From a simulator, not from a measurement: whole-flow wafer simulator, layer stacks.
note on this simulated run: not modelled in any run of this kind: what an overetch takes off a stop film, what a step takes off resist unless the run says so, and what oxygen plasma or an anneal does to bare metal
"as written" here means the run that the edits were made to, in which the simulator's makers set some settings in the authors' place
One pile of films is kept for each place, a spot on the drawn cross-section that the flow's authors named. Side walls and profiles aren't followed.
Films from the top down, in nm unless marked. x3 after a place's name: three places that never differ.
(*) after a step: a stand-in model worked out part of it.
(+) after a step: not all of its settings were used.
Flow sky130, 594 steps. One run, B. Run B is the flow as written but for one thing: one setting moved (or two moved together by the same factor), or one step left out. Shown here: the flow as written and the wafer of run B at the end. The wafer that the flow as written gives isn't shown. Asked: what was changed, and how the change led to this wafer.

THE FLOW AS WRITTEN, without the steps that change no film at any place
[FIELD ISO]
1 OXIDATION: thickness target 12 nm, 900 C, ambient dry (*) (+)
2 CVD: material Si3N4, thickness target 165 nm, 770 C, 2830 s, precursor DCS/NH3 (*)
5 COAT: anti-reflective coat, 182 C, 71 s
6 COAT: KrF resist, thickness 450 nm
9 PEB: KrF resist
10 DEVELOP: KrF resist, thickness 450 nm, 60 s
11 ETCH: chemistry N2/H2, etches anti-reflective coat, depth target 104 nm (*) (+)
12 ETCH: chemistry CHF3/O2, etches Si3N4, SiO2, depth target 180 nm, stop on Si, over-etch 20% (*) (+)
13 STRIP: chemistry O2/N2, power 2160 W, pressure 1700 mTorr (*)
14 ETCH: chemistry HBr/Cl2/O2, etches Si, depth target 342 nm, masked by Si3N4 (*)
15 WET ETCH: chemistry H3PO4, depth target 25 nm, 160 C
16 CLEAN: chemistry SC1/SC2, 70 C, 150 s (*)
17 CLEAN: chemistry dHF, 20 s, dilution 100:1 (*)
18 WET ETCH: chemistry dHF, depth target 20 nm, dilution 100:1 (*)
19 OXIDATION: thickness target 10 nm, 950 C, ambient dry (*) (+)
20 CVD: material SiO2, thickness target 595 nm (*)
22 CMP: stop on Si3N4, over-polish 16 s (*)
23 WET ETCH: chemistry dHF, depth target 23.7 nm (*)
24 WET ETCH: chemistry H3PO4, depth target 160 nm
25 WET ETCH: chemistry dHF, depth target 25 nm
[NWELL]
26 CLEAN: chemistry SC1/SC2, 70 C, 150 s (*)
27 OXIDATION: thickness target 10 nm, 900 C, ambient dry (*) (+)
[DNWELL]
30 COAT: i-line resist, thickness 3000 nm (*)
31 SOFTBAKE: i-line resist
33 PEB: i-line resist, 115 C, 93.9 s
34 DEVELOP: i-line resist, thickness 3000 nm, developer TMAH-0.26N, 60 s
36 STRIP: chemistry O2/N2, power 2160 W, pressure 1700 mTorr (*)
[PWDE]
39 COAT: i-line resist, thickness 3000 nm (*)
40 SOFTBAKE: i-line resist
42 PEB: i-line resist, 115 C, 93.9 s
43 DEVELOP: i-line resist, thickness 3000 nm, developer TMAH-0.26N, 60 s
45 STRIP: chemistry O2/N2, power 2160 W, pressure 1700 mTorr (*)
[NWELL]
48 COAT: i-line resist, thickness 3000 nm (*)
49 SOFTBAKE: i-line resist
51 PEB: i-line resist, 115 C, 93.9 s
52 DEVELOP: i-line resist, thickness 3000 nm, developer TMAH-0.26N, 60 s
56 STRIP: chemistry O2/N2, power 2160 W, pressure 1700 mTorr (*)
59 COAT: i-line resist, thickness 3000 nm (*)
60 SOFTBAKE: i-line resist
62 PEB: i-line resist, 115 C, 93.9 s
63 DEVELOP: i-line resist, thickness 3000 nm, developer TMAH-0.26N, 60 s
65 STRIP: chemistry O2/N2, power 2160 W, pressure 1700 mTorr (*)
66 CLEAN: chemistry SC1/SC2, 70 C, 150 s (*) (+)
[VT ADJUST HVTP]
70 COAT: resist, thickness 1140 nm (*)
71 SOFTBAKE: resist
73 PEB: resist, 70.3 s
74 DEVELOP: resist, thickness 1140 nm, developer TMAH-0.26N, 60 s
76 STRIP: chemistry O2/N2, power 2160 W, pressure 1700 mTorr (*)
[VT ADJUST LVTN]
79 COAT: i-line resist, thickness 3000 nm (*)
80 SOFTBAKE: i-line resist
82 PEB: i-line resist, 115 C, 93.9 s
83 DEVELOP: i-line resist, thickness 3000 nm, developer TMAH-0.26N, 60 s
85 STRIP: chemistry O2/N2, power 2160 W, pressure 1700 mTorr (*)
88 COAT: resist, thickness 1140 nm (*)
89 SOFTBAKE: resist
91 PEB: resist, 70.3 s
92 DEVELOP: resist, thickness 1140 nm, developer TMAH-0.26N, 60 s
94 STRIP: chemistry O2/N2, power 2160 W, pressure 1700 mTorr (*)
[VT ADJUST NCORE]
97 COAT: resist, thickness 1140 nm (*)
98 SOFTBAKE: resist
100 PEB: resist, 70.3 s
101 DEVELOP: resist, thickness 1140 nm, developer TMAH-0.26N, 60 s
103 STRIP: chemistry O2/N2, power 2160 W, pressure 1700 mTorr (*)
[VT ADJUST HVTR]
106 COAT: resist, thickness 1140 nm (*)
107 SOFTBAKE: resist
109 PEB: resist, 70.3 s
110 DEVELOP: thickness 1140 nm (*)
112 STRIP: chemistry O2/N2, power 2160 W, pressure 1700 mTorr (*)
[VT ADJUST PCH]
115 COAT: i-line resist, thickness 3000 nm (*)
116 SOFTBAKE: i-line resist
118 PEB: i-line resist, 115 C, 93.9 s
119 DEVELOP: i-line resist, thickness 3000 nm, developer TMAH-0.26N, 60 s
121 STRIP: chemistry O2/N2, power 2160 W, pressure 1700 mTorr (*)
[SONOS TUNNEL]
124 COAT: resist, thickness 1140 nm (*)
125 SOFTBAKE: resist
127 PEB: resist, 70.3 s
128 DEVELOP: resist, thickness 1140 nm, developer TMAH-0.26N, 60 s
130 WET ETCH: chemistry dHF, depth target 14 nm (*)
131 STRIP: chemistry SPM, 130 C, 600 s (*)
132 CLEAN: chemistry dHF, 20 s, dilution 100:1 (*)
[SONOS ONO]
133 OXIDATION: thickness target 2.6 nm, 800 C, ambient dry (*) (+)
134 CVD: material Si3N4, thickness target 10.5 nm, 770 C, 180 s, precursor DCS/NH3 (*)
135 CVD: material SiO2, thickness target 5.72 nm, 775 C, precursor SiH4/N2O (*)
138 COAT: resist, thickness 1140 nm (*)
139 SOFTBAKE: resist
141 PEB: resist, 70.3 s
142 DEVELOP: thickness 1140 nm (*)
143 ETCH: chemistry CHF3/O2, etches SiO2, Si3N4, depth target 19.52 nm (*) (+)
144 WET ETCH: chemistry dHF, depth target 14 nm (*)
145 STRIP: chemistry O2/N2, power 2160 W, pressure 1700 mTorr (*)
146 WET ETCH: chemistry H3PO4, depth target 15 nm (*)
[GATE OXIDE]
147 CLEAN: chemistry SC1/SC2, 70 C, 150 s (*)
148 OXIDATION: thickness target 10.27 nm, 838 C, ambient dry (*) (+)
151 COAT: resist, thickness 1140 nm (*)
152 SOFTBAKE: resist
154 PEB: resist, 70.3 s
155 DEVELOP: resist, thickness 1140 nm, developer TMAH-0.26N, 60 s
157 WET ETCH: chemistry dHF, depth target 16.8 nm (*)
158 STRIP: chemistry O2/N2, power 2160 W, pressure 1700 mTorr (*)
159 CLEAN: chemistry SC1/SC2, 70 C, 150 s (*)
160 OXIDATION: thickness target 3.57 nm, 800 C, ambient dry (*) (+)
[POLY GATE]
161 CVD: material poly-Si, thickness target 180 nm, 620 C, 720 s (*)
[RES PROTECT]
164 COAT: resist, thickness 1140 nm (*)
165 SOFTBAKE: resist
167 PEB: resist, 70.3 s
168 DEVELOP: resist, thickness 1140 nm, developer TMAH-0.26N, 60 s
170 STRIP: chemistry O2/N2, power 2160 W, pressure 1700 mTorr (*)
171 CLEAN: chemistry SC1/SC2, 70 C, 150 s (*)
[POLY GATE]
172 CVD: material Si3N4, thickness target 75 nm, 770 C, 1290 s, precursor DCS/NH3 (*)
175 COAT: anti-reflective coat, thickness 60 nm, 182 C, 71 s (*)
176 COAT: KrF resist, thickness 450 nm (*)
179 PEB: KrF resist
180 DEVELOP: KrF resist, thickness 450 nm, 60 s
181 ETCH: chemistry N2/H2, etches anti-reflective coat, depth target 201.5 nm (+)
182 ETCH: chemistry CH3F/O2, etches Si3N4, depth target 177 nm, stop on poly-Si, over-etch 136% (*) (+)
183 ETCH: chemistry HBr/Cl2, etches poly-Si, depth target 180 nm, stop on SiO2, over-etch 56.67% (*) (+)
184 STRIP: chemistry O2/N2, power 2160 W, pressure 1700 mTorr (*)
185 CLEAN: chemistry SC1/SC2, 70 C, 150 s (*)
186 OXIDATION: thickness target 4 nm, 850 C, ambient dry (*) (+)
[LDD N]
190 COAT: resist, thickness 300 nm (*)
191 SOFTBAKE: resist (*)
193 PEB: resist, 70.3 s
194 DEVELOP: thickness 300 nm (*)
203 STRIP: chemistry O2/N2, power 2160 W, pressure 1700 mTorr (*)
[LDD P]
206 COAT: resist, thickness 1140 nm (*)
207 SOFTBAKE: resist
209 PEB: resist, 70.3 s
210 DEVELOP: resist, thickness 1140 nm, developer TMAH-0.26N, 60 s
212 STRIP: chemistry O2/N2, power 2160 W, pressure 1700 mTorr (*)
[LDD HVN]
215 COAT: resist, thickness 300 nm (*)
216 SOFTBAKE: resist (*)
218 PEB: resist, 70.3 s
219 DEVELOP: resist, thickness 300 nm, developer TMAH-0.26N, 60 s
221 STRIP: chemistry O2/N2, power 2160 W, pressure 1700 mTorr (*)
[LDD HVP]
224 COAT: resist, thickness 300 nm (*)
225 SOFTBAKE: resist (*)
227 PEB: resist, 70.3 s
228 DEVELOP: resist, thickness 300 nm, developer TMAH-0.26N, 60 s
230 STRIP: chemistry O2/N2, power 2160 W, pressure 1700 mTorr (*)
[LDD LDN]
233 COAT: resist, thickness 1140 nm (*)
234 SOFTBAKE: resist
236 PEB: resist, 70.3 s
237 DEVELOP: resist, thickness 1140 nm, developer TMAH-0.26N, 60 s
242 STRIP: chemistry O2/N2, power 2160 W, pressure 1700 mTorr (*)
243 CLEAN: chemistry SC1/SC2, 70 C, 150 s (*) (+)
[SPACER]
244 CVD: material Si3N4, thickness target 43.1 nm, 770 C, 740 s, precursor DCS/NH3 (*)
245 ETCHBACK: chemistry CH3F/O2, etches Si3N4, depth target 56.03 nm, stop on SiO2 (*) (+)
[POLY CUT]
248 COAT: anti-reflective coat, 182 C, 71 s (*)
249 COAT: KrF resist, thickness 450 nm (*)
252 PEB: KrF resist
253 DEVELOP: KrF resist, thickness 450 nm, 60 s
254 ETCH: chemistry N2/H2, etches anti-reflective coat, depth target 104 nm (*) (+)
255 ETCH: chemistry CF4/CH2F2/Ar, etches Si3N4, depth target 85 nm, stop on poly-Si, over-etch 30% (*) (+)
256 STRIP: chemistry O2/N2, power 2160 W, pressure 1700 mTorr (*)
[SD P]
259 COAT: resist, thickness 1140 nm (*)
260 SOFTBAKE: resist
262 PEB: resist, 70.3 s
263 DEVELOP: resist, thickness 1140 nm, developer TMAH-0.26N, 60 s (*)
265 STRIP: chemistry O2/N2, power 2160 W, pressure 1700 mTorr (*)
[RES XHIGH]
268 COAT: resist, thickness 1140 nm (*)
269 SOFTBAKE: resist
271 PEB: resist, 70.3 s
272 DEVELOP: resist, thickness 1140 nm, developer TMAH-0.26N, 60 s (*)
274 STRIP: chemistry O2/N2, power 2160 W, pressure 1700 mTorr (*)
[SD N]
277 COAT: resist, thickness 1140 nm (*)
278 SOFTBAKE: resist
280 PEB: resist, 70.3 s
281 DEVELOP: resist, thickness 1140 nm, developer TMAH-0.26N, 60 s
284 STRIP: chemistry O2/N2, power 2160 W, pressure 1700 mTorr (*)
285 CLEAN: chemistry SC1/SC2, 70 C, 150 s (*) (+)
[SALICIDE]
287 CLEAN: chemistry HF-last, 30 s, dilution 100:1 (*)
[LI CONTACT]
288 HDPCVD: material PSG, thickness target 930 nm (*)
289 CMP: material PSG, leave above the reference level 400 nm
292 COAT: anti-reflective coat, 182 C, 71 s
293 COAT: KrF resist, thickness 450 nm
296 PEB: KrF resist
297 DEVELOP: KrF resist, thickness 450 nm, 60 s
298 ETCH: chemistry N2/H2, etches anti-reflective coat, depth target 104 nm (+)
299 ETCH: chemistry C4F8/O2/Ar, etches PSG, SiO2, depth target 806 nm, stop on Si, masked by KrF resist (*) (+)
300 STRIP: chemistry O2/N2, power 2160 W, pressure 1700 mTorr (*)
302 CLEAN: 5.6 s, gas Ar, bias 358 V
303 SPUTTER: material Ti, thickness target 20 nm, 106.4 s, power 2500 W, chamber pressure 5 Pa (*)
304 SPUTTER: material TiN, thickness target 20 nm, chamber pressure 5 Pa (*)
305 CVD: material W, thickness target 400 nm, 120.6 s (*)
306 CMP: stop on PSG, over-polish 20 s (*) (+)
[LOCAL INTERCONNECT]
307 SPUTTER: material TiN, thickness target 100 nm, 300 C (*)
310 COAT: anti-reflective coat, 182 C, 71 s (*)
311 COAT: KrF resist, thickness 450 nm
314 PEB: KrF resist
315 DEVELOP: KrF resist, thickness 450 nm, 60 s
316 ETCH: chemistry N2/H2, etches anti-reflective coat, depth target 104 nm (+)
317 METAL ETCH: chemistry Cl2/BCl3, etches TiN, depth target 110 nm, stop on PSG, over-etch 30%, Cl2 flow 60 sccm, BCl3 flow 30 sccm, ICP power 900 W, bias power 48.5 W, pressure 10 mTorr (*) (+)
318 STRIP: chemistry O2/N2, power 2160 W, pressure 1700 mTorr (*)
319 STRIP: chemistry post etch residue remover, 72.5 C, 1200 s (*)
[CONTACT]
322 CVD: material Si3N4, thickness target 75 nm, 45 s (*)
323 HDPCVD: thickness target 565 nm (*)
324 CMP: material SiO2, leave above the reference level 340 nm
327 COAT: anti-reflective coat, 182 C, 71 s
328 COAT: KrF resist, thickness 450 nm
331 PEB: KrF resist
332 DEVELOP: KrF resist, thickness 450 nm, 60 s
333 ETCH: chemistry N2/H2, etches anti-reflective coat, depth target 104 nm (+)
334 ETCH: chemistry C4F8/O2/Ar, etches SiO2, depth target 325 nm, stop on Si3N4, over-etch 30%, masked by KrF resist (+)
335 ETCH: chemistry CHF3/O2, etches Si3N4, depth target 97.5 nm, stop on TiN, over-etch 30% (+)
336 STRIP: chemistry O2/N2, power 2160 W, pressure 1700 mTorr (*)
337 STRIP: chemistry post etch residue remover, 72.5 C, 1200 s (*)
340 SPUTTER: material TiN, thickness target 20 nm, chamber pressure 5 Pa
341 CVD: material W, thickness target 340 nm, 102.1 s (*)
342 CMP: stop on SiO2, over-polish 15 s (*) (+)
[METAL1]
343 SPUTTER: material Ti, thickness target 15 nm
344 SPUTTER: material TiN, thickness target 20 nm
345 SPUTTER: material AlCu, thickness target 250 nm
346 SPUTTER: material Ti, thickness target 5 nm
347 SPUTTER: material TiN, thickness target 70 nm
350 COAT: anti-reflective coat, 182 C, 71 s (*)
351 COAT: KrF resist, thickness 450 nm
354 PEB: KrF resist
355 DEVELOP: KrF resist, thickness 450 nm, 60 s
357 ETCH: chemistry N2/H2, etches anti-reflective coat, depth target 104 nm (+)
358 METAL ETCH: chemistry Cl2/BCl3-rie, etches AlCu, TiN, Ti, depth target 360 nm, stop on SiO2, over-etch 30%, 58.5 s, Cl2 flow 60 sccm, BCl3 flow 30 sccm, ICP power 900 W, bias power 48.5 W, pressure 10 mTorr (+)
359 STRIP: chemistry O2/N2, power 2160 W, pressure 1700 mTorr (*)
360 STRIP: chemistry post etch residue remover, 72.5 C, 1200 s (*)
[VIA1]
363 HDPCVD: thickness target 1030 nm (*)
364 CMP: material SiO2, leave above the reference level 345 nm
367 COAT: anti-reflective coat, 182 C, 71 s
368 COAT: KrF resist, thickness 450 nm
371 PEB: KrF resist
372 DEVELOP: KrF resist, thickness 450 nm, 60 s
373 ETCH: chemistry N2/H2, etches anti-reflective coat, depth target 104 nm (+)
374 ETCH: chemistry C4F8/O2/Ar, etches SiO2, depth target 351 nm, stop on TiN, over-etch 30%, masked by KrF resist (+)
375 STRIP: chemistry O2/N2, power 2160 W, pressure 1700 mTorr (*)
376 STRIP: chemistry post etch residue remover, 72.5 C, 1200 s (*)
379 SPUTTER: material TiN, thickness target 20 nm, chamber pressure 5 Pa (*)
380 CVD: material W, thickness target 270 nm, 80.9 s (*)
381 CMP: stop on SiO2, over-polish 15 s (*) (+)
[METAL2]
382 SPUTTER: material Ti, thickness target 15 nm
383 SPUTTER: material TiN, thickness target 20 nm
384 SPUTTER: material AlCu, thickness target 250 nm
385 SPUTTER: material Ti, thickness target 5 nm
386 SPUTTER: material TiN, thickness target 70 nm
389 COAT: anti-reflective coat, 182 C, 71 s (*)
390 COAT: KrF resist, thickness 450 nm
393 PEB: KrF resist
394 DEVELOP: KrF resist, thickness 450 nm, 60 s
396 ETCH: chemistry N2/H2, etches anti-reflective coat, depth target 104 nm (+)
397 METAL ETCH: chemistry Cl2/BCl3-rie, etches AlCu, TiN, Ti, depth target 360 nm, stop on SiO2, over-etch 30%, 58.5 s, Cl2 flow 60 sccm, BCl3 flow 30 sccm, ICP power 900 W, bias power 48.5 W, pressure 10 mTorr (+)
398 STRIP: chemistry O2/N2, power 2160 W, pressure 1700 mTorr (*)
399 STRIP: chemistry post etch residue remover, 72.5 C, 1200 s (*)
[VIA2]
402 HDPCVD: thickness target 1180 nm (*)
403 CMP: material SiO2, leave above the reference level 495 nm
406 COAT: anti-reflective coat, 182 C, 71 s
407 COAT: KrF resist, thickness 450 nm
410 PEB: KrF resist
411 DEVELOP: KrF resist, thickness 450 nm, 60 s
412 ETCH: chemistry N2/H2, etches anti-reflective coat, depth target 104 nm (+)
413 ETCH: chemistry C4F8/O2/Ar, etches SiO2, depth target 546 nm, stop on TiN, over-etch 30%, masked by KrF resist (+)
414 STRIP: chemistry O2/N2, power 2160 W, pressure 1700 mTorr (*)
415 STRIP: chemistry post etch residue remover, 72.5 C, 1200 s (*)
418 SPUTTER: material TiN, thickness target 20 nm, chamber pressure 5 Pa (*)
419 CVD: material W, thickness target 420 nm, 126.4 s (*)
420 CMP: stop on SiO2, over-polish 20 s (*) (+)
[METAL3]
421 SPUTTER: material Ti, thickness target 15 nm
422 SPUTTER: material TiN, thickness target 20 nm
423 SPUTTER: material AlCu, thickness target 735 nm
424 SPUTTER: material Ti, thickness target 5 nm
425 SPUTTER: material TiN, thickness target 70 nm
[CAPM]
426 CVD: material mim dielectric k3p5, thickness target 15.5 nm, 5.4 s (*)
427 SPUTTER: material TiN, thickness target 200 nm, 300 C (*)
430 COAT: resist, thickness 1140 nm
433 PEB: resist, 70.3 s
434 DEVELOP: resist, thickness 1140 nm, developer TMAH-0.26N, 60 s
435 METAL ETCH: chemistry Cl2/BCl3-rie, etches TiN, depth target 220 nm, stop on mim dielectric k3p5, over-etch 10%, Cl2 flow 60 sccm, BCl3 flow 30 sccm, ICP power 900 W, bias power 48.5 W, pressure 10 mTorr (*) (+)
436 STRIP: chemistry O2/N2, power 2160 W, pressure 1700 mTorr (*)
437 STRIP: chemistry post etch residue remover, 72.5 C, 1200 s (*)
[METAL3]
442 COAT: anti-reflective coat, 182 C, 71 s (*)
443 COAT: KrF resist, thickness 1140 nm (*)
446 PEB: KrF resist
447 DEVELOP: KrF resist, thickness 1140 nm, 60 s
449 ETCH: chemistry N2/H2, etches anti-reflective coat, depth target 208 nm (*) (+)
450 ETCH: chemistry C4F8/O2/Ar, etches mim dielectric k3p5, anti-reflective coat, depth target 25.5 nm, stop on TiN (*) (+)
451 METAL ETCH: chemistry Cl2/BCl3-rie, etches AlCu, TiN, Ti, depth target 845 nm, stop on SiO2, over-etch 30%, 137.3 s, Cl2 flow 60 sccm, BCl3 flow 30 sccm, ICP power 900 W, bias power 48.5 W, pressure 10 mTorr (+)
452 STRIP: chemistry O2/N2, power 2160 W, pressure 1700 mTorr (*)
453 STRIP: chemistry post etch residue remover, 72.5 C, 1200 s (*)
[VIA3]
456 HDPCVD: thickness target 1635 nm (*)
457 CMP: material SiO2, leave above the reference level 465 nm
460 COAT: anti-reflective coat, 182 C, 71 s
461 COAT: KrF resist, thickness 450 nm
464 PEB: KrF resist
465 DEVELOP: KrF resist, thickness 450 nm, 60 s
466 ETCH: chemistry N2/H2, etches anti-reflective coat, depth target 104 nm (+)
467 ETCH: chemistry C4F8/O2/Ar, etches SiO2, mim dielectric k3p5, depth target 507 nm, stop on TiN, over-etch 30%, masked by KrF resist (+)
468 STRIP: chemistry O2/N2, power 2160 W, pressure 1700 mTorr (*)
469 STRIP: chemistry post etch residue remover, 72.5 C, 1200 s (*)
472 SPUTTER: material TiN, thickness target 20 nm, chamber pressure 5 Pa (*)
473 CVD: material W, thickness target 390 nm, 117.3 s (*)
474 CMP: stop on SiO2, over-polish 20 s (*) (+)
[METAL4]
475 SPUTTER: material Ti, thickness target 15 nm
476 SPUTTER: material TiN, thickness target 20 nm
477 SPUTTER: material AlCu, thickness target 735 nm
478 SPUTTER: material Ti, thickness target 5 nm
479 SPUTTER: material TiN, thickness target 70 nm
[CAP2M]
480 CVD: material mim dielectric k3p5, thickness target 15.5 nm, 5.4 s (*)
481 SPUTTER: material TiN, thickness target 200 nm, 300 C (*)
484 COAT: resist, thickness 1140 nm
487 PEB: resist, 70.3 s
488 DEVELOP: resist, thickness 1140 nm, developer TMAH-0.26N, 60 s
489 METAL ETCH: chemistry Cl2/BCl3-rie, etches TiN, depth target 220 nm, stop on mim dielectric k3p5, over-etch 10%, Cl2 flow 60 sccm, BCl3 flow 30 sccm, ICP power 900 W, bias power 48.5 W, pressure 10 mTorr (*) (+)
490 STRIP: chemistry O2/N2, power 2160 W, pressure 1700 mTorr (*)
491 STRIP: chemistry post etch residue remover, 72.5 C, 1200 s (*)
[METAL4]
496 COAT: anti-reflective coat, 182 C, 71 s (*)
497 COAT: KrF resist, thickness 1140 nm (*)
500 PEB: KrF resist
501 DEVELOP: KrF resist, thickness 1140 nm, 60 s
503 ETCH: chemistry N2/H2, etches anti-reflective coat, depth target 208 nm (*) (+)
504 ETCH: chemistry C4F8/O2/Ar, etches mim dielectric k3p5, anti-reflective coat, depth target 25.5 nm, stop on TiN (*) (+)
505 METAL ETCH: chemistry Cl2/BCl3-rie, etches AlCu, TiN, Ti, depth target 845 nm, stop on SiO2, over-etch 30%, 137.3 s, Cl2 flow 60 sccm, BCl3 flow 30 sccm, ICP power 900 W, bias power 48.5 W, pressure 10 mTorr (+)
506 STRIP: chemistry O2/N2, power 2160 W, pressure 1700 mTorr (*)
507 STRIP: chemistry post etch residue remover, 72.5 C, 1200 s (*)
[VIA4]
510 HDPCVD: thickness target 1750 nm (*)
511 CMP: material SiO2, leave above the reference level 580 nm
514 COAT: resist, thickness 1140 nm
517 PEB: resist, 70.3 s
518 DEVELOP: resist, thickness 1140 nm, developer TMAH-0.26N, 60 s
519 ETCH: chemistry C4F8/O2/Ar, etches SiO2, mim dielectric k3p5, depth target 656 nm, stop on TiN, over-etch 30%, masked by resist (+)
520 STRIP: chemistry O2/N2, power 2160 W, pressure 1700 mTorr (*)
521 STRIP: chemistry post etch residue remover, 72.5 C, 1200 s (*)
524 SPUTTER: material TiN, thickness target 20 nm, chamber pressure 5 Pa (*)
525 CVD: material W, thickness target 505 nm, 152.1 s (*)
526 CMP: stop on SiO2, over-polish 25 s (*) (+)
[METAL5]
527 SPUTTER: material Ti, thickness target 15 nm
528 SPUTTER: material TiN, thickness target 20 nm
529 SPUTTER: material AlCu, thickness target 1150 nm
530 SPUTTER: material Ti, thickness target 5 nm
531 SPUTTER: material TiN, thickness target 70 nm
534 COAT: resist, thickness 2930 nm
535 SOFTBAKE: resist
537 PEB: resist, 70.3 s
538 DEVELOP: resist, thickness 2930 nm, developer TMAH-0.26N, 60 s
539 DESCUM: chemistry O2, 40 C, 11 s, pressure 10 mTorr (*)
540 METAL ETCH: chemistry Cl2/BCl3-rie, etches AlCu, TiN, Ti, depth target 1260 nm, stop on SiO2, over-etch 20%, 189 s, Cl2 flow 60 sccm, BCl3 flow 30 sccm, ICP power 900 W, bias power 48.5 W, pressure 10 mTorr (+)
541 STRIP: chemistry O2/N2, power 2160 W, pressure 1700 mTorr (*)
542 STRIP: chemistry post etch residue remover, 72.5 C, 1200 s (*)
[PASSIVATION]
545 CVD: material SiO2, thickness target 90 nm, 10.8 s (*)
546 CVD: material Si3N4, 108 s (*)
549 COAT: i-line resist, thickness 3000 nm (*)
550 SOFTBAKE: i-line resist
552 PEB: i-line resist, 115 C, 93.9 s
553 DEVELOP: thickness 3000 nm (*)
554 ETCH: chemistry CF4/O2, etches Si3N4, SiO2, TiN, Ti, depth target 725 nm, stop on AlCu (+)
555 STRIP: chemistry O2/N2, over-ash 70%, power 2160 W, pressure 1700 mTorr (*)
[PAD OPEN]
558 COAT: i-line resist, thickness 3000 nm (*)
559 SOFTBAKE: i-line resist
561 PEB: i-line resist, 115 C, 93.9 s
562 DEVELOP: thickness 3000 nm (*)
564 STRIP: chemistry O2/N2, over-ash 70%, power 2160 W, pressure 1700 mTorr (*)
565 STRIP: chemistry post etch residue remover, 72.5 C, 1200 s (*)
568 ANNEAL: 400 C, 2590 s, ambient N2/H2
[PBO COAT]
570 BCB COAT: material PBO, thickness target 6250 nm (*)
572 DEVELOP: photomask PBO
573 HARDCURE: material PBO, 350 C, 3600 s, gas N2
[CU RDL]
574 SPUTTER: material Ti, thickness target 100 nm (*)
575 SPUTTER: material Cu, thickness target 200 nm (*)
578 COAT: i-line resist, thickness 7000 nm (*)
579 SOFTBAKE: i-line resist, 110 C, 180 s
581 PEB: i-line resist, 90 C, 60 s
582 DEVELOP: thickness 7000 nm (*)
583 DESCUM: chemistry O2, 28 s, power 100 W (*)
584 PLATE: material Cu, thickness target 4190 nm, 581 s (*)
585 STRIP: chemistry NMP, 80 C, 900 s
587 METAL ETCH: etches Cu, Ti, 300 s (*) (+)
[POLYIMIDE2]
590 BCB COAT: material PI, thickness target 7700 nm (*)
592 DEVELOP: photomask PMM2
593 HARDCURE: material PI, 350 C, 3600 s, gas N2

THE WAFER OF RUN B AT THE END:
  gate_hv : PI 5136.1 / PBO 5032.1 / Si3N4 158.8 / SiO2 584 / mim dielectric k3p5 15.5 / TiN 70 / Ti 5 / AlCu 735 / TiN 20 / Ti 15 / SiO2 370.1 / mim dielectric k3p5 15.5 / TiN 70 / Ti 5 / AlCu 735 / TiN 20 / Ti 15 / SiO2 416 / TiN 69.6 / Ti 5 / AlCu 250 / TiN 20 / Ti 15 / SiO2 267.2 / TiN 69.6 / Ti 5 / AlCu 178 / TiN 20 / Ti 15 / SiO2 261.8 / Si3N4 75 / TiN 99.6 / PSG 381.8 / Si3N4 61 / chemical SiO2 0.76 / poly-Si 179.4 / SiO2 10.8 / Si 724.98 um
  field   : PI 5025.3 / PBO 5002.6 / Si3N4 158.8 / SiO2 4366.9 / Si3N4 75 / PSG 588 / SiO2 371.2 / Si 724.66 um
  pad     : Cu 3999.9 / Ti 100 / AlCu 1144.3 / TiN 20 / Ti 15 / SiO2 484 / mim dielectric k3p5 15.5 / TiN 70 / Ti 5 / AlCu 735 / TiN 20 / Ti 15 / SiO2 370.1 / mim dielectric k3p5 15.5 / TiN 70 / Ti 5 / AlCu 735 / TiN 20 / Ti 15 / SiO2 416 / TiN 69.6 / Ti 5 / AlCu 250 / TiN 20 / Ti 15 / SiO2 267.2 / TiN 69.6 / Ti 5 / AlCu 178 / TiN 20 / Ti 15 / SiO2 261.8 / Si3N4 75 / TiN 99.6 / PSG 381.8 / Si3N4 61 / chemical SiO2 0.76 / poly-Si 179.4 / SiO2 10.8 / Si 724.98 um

The cause: step 345, SPUTTER: thickness target 178 nm was run, where the flow has thickness target 250 nm.
It can be read off the wafer: gate_hv has AlCu 178, and step 345 as written asks for 250 nm.

How the change led to this, step by step:
  345 SPUTTER: material AlCu, thickness target 250 nm
      field, active, n_well and 188 more: AlCu +178 (new film) (as written it would be: AlCu +250 (new film))
  358 METAL ETCH: chemistry Cl2/BCl3-rie, etches AlCu, TiN, Ti, depth target 360 nm, stop on SiO2, over-etch 30%, 58.5 s, Cl2 flow 60 sccm, BCl3 flow 30 sccm, ICP power 900 W, bias power 48.5 W, pressure 10 mTorr (+)
      field, active, gate and 81 more: TiN -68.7 (all of it), Ti -5 (all of it), AlCu -178 (all of it), TiN -20 (all of it), Ti -15 (all of it), SiO2 -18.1 (as written it would be: TiN -68.7 (all of it), Ti -5 (all of it), AlCu -250 (all of it), TiN -20 (all of it), Ti -15 (all of it), SiO2 -10.9)
  364 CMP: material SiO2, leave above the reference level 345 nm
      field, active, gate and 81 more: SiO2 -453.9 (as written it would be: SiO2 -389.1)
